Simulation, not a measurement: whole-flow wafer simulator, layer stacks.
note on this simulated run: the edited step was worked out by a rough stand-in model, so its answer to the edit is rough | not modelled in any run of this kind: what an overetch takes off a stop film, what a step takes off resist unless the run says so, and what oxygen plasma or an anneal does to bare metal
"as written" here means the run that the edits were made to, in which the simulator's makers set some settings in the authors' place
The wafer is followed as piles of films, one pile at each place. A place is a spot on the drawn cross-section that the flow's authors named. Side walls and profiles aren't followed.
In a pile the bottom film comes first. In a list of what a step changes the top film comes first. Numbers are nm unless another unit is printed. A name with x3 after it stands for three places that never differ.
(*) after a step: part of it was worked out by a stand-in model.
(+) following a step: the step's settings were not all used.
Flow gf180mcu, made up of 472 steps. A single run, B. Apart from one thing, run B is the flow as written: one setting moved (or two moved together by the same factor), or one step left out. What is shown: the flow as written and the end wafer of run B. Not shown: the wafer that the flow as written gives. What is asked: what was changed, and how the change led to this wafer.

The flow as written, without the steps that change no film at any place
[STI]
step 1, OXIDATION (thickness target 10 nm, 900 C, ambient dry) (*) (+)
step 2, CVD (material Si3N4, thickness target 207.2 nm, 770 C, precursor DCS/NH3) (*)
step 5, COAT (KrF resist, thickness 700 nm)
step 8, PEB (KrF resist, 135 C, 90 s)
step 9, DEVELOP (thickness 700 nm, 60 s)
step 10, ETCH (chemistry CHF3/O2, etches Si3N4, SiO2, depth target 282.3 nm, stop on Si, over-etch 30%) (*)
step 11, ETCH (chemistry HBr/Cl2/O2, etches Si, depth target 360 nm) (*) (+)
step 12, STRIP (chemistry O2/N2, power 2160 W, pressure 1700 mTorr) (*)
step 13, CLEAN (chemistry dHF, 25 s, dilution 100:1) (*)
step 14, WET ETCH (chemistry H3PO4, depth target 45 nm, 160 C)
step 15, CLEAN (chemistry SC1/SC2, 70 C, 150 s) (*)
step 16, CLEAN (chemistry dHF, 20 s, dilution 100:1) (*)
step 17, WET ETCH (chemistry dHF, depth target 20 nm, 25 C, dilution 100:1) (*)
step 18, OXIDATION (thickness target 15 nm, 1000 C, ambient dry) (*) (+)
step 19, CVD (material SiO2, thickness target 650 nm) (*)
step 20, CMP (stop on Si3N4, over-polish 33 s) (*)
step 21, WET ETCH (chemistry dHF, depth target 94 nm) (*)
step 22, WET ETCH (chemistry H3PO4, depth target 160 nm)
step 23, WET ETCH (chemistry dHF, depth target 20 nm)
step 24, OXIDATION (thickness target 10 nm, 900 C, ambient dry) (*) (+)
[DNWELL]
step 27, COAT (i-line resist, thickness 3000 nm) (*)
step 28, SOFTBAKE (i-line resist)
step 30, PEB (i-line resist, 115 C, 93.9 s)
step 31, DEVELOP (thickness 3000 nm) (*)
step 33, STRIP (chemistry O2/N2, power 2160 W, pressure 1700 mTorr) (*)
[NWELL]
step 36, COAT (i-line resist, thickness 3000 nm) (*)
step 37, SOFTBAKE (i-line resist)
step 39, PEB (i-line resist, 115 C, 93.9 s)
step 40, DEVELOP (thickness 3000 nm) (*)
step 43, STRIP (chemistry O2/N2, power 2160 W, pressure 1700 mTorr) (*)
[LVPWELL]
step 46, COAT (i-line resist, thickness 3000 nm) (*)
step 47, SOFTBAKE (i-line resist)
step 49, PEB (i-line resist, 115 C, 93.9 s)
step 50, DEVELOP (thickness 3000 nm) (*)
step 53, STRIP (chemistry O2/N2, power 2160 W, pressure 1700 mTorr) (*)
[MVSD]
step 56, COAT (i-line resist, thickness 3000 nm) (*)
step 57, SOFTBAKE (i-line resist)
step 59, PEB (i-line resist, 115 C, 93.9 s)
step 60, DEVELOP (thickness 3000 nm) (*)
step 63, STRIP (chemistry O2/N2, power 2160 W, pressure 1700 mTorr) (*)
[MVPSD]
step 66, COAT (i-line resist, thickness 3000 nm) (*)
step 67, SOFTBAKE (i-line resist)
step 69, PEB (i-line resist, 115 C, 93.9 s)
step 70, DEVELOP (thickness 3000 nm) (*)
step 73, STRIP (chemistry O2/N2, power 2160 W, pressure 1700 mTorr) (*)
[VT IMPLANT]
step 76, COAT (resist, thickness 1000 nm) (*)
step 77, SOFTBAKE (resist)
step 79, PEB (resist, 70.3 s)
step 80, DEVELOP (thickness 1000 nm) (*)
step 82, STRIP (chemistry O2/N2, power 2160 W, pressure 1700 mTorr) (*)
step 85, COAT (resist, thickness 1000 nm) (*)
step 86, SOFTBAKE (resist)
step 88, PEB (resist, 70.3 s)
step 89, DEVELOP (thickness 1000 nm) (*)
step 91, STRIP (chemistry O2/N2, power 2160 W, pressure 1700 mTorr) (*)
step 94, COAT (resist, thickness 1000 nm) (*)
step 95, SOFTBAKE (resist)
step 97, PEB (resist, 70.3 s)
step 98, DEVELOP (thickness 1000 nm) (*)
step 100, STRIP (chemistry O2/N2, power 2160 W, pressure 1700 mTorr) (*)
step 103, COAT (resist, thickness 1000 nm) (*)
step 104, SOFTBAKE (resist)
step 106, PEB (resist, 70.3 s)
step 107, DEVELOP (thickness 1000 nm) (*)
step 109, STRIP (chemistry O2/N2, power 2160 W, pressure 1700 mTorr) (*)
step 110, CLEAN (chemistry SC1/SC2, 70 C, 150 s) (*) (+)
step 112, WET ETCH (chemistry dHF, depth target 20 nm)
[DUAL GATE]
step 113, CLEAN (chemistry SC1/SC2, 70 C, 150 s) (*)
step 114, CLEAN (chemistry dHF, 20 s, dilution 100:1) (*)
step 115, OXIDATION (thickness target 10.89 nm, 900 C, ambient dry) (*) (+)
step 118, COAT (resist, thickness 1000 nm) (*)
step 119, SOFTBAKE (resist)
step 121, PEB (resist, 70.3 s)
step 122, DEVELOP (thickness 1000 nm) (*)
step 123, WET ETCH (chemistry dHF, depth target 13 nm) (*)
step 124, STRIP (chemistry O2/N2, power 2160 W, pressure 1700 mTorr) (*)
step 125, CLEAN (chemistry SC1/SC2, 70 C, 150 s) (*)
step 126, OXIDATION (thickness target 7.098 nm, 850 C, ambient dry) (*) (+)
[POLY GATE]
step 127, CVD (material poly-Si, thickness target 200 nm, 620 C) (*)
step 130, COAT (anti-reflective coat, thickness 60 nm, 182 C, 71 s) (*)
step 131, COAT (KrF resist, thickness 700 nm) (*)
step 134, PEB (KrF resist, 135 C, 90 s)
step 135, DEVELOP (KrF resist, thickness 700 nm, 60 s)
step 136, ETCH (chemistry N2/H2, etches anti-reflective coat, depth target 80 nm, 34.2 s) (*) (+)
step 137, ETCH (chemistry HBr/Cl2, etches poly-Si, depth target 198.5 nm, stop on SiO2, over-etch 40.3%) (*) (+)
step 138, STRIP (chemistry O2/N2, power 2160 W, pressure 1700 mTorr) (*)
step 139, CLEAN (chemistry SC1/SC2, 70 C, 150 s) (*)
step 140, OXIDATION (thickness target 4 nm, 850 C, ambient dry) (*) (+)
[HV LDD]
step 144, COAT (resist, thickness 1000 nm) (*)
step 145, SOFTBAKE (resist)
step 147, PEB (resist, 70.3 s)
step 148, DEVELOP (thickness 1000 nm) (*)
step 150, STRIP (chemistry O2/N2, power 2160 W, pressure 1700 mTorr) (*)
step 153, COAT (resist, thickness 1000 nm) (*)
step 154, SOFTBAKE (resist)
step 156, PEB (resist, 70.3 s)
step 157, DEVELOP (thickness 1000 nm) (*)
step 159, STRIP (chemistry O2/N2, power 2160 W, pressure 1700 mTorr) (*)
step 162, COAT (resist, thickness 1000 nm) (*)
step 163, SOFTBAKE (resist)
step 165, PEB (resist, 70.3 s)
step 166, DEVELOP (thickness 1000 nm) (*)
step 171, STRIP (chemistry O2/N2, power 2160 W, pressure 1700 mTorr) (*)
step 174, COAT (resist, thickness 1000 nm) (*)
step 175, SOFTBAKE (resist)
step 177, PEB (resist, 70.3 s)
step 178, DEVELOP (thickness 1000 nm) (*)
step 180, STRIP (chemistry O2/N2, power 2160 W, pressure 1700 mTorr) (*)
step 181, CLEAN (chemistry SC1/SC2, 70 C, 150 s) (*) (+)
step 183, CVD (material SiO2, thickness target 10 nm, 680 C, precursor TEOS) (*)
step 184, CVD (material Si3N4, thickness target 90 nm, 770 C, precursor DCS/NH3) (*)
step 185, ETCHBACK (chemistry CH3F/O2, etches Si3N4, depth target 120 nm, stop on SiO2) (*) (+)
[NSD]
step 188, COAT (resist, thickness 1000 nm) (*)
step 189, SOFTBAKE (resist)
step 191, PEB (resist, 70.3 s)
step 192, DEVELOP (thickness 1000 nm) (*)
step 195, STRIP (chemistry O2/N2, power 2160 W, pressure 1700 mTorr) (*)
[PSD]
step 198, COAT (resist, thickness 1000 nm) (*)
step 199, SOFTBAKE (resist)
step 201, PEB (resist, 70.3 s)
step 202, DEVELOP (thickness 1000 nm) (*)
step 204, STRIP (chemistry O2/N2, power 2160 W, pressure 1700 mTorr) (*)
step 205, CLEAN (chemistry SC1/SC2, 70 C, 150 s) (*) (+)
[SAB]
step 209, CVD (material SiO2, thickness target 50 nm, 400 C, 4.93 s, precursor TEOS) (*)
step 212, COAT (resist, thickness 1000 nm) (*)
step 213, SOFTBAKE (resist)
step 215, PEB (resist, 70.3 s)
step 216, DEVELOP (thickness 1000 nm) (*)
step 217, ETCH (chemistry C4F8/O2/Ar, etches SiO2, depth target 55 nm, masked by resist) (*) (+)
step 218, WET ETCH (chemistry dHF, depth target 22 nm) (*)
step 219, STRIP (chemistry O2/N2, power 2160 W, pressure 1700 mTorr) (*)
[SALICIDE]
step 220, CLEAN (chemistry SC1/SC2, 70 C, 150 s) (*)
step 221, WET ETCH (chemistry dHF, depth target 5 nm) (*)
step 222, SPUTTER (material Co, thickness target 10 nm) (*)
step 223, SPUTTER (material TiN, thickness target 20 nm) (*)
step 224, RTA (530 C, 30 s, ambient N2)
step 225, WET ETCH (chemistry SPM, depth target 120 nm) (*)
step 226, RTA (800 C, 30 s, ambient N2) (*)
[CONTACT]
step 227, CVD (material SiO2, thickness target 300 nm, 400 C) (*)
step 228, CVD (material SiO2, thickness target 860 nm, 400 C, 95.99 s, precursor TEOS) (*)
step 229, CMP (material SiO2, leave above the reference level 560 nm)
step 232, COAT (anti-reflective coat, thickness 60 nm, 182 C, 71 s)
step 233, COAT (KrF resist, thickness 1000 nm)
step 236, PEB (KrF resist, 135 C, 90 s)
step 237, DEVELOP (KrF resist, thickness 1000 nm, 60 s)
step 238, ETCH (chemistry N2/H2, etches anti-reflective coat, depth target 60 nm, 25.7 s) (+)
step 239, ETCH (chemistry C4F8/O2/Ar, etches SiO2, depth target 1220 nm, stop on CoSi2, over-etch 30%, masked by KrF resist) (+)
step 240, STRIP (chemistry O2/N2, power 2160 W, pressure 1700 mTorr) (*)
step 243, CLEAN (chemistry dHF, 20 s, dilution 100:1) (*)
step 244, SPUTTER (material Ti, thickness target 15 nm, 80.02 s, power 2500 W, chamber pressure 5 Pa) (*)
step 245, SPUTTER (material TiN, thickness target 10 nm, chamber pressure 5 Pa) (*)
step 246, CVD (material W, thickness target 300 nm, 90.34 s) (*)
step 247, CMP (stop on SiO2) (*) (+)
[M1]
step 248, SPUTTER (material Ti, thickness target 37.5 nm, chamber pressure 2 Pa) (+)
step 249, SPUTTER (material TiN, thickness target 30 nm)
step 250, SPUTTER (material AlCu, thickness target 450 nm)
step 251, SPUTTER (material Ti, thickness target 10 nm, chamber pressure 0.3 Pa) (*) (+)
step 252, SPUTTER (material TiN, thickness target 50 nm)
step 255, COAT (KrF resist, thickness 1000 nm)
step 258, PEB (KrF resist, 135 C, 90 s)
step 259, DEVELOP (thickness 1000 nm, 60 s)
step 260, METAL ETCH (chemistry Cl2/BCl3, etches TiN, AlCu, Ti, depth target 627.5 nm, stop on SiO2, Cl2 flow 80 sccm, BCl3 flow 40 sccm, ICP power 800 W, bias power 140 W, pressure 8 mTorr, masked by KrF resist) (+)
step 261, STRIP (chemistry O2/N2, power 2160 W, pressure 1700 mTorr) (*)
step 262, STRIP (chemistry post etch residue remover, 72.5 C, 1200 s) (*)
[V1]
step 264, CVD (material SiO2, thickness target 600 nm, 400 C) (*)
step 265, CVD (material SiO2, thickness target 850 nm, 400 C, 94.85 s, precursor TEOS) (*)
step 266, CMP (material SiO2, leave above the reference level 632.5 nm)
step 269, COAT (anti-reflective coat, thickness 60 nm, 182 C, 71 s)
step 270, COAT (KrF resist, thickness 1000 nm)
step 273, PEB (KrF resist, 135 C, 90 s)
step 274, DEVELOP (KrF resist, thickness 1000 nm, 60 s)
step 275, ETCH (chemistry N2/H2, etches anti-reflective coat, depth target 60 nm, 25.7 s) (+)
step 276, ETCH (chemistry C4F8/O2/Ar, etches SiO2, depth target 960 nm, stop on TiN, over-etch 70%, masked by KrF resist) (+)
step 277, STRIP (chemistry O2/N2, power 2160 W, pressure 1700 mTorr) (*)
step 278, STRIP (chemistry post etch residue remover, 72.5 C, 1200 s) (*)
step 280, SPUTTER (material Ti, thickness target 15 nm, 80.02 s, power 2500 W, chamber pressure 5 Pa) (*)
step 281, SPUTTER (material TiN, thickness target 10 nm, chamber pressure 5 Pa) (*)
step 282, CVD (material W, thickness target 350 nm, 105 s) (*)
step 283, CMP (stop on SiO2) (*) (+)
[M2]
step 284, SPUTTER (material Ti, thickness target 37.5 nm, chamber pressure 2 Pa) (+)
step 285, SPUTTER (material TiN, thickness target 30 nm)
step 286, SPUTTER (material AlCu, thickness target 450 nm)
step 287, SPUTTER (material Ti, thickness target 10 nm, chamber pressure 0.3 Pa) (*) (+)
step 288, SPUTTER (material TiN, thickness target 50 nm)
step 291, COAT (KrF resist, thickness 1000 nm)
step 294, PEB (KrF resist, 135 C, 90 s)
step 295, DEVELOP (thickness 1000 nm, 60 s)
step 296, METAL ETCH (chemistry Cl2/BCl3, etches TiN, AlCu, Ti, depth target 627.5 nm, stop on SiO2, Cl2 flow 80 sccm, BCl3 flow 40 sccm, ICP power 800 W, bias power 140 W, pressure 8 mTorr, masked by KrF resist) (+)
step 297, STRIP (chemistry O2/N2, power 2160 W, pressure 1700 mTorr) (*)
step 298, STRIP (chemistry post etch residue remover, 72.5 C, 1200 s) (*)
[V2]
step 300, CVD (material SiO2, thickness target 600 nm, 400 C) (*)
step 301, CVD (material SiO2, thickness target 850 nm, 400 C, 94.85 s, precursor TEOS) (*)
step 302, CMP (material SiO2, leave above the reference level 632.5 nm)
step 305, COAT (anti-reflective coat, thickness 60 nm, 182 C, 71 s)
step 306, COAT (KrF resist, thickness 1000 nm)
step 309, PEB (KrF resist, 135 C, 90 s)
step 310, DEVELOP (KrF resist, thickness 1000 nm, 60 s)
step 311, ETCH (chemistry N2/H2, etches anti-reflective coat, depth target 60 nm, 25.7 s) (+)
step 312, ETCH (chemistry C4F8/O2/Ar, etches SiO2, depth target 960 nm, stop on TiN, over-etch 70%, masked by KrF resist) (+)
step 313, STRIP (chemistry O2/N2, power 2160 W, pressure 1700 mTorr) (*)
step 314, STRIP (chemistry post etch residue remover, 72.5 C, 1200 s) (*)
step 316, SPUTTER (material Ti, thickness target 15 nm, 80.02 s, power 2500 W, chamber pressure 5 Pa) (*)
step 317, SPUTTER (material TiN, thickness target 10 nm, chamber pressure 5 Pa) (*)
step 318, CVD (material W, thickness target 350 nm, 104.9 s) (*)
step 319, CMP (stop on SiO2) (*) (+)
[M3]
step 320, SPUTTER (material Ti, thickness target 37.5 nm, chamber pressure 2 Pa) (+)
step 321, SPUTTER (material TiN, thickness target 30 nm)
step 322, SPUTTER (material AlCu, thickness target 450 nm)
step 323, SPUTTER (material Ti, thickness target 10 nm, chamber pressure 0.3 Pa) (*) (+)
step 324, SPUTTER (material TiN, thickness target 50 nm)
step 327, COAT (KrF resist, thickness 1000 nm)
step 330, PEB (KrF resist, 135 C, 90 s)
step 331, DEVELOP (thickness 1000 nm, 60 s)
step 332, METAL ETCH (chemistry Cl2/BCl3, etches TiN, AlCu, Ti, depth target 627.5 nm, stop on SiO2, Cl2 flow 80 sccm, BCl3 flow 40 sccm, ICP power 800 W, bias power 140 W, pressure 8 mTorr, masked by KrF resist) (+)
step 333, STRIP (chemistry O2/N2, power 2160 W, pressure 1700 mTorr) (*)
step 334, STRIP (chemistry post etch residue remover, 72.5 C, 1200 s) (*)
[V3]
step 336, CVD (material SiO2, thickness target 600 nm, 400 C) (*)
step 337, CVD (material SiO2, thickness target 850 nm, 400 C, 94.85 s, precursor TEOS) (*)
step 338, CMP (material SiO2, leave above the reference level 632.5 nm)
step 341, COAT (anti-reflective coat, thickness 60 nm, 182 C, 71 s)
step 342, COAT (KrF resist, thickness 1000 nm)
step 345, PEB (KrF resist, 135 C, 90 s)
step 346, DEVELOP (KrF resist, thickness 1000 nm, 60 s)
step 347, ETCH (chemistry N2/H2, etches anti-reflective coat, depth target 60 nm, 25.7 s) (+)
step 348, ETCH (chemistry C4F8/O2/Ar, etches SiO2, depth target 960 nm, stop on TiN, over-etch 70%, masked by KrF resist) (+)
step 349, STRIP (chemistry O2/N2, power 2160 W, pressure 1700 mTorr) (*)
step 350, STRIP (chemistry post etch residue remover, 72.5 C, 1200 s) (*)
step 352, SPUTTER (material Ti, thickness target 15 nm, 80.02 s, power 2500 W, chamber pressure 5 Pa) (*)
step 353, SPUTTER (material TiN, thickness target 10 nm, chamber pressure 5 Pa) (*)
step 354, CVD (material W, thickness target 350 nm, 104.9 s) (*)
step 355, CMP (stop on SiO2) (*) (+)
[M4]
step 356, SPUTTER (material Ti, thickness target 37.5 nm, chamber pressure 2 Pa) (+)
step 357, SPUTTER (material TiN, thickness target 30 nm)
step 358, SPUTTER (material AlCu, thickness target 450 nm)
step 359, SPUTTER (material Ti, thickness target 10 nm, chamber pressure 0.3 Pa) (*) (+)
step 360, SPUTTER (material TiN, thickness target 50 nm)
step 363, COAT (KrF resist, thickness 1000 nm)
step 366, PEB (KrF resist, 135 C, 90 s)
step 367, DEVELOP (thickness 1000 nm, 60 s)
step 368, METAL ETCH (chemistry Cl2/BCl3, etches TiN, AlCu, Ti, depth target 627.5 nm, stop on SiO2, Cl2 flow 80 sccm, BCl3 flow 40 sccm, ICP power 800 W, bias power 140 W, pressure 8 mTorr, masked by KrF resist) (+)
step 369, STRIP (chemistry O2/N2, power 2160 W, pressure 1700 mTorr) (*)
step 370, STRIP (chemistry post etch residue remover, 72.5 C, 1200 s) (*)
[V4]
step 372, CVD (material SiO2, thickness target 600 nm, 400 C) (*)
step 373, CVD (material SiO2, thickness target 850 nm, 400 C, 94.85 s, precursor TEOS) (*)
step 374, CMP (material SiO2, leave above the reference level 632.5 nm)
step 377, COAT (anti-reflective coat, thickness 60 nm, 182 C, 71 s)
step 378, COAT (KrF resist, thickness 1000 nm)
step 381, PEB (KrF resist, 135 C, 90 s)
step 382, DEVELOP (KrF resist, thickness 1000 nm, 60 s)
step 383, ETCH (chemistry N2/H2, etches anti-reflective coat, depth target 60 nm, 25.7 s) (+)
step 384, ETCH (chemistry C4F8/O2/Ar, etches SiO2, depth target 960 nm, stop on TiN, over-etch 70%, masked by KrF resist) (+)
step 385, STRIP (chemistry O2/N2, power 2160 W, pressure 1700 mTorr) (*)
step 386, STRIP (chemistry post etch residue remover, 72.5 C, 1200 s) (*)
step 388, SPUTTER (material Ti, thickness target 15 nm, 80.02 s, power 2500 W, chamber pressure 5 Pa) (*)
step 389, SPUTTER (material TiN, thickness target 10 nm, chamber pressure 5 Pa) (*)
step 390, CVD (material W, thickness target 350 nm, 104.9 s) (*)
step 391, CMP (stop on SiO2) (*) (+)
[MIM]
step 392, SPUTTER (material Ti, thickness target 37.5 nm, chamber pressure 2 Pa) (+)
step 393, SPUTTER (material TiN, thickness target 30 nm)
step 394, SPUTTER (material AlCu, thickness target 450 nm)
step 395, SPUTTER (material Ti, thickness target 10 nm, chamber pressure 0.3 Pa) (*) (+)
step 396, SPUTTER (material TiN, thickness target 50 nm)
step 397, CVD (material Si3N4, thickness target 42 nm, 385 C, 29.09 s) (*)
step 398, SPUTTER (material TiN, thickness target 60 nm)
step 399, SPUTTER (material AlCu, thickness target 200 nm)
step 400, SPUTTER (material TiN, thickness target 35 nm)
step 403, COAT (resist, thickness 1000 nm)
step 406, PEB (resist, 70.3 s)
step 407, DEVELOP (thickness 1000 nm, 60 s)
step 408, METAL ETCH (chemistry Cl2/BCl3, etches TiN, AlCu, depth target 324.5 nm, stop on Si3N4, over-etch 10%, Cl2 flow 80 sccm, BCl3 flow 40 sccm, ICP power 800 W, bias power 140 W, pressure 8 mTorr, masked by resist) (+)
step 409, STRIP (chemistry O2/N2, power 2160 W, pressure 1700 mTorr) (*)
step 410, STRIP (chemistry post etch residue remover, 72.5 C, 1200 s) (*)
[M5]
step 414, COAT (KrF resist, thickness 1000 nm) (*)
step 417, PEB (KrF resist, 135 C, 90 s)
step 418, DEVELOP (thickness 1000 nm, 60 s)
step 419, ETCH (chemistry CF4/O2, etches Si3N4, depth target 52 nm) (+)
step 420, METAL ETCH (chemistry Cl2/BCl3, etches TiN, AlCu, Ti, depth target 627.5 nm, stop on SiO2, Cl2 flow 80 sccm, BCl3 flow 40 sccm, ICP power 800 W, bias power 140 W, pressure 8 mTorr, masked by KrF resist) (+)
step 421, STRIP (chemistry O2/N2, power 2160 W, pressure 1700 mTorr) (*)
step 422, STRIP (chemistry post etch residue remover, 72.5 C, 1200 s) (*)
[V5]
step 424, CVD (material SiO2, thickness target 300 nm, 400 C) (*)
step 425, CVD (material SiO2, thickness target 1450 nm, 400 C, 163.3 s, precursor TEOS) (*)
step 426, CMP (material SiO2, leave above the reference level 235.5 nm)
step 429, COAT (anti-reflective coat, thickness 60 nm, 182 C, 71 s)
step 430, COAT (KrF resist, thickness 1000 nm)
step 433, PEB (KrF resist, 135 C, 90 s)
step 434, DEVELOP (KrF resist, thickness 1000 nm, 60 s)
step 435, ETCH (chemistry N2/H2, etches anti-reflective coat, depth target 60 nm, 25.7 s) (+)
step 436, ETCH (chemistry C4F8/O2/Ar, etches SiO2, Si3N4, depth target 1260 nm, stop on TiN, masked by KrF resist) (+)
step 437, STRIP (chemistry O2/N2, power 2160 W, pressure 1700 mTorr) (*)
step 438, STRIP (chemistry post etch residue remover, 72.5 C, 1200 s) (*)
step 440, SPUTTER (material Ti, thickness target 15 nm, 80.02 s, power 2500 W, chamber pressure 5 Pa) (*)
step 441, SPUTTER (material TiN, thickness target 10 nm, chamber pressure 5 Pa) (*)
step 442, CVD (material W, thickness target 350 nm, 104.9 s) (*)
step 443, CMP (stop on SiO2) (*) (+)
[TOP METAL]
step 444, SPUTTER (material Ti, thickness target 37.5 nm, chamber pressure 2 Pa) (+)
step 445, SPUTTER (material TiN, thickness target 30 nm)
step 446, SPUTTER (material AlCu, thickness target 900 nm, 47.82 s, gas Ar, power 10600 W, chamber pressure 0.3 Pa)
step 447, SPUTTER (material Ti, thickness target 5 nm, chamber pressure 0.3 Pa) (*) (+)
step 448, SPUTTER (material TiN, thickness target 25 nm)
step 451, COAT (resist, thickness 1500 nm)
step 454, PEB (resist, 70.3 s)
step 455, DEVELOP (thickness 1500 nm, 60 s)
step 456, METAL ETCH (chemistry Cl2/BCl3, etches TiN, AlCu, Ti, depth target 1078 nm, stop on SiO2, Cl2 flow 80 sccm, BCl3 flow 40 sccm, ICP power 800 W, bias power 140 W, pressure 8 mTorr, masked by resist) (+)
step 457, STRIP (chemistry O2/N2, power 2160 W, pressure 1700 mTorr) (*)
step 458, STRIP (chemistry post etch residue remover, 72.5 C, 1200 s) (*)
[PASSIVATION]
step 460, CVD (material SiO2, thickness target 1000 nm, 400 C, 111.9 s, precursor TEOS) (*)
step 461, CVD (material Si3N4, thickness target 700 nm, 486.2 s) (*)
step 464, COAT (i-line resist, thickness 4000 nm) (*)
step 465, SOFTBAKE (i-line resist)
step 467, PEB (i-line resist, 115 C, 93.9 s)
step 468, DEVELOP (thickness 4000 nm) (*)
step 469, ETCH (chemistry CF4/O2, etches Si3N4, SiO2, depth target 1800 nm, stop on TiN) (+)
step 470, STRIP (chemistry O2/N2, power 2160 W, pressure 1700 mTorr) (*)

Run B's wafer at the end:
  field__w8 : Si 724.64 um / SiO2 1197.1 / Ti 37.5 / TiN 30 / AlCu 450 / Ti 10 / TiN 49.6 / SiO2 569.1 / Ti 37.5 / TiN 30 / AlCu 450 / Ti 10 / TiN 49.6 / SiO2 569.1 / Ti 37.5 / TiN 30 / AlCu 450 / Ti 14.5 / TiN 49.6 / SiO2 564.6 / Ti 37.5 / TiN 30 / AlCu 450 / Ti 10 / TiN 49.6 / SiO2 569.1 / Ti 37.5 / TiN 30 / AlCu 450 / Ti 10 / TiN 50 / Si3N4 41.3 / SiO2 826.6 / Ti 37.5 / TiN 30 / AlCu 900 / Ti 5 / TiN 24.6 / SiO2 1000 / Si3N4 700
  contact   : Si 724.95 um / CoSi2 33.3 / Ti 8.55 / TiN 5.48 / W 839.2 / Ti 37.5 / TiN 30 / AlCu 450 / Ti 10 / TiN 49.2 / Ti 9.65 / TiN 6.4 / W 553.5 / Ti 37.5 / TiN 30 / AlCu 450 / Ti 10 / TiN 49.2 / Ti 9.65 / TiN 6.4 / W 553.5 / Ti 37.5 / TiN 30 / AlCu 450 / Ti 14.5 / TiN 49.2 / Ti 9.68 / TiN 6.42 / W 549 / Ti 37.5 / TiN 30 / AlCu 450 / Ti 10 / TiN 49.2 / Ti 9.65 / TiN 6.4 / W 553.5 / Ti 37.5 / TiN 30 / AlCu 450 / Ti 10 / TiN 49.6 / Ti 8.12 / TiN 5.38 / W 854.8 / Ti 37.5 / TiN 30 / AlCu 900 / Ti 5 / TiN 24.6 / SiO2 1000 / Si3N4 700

The reason: step 323, SPUTTER: thickness target 14.5 nm was run, whereas the flow has thickness target 10 nm.
The wafer lets one read it off: field__w8 has Ti 14.5, and step 323 as written asks for 10 nm.

The path from the change to this, step by step:
  step 323, SPUTTER (material Ti, thickness target 10 nm, chamber pressure 0.3 Pa) (*) (+)
      field, field__w1, field__w2 and 108 more: +14.5 Ti (new film) (in the flow as written it would be: +10 Ti (new film))
  step 332, METAL ETCH (chemistry Cl2/BCl3, etches TiN, AlCu, Ti, depth target 627.5 nm, stop on SiO2, Cl2 flow 80 sccm, BCl3 flow 40 sccm, ICP power 800 W, bias power 140 W, pressure 8 mTorr, masked by KrF resist) (+)
      field, field__w1, field__w2 and 103 more: -50 TiN (all of it), -14.5 Ti (all of it), -450 AlCu (all of it), -30 TiN (all of it), -37.5 Ti (all of it) (in the flow as written it would be: -50 TiN (all of it), -10 Ti (all of it), -450 AlCu (all of it), -30 TiN (all of it), -37.5 Ti (all of it))
